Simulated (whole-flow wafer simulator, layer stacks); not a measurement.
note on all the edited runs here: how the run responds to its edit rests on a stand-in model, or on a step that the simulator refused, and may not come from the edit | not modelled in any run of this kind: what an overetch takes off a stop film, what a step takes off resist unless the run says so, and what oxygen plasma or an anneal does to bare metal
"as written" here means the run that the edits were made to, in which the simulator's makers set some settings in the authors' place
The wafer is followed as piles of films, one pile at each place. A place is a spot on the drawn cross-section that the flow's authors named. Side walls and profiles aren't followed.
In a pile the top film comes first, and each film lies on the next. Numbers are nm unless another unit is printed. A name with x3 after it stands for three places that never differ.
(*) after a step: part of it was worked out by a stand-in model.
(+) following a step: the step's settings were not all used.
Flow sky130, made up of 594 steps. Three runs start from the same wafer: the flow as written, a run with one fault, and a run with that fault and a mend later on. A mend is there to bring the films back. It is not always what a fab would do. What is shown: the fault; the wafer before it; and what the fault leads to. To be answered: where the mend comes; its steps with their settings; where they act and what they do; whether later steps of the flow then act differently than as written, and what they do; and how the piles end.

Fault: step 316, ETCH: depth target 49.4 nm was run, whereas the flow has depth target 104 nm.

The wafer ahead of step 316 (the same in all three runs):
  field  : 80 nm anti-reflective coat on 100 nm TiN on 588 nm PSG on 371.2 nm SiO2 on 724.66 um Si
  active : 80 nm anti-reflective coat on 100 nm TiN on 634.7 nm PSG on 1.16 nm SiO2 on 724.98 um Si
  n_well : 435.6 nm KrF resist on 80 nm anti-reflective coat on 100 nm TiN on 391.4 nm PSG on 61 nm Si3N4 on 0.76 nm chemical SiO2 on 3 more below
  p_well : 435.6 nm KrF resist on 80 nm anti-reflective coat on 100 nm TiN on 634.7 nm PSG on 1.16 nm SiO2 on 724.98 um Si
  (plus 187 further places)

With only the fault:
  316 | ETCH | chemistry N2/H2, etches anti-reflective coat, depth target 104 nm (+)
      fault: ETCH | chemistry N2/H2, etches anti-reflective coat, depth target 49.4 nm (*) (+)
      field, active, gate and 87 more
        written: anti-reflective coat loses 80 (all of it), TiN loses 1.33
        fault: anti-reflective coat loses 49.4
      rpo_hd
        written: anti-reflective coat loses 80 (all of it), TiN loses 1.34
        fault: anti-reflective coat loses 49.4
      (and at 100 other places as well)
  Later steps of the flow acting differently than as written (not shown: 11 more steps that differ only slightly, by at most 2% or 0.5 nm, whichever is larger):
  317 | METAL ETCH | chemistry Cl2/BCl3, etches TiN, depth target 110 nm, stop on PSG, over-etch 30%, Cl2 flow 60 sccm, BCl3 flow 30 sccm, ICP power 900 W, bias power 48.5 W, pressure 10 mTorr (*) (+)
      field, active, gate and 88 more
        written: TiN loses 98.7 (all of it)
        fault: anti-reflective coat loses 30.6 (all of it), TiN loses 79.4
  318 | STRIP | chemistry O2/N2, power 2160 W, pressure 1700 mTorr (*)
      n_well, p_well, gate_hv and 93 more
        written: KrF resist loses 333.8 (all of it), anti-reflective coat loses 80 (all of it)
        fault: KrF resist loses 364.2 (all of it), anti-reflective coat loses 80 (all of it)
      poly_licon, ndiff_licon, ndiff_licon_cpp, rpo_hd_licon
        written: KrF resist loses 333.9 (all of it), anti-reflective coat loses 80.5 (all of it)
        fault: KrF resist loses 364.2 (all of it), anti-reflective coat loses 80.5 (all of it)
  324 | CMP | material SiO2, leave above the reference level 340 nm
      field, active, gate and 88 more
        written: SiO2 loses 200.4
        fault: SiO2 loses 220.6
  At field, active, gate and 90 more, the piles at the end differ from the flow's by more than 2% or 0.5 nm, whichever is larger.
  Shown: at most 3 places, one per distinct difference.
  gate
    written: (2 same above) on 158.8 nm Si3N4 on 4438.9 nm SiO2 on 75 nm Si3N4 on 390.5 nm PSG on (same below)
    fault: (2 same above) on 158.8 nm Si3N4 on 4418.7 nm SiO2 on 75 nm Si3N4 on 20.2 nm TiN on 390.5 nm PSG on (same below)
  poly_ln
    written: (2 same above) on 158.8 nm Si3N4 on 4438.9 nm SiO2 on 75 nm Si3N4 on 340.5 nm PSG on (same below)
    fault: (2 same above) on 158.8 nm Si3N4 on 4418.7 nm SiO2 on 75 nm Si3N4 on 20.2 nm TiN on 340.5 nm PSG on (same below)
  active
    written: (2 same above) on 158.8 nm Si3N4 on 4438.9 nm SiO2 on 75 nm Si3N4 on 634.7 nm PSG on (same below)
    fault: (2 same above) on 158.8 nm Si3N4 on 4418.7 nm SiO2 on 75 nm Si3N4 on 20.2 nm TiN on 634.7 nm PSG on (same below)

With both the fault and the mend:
  The mend stands after step 316.
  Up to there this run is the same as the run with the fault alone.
  316a | ETCH | chemistry N2/H2, etches anti-reflective coat, depth target 54.6 nm (*) (+) (the flow's step 316, run once more with other settings)
      n_well, p_well, gate_hv and 97 more
        KrF resist loses 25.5
      field, active, gate and 88 more
        anti-reflective coat loses 30.6 (all of it), TiN loses 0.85
  Every later step of the flow that is run acts as written, at every place that is followed, to within 2% or 0.5 nm, whichever is larger.
  By the end, the piles equal the flow's at every place that both follow.
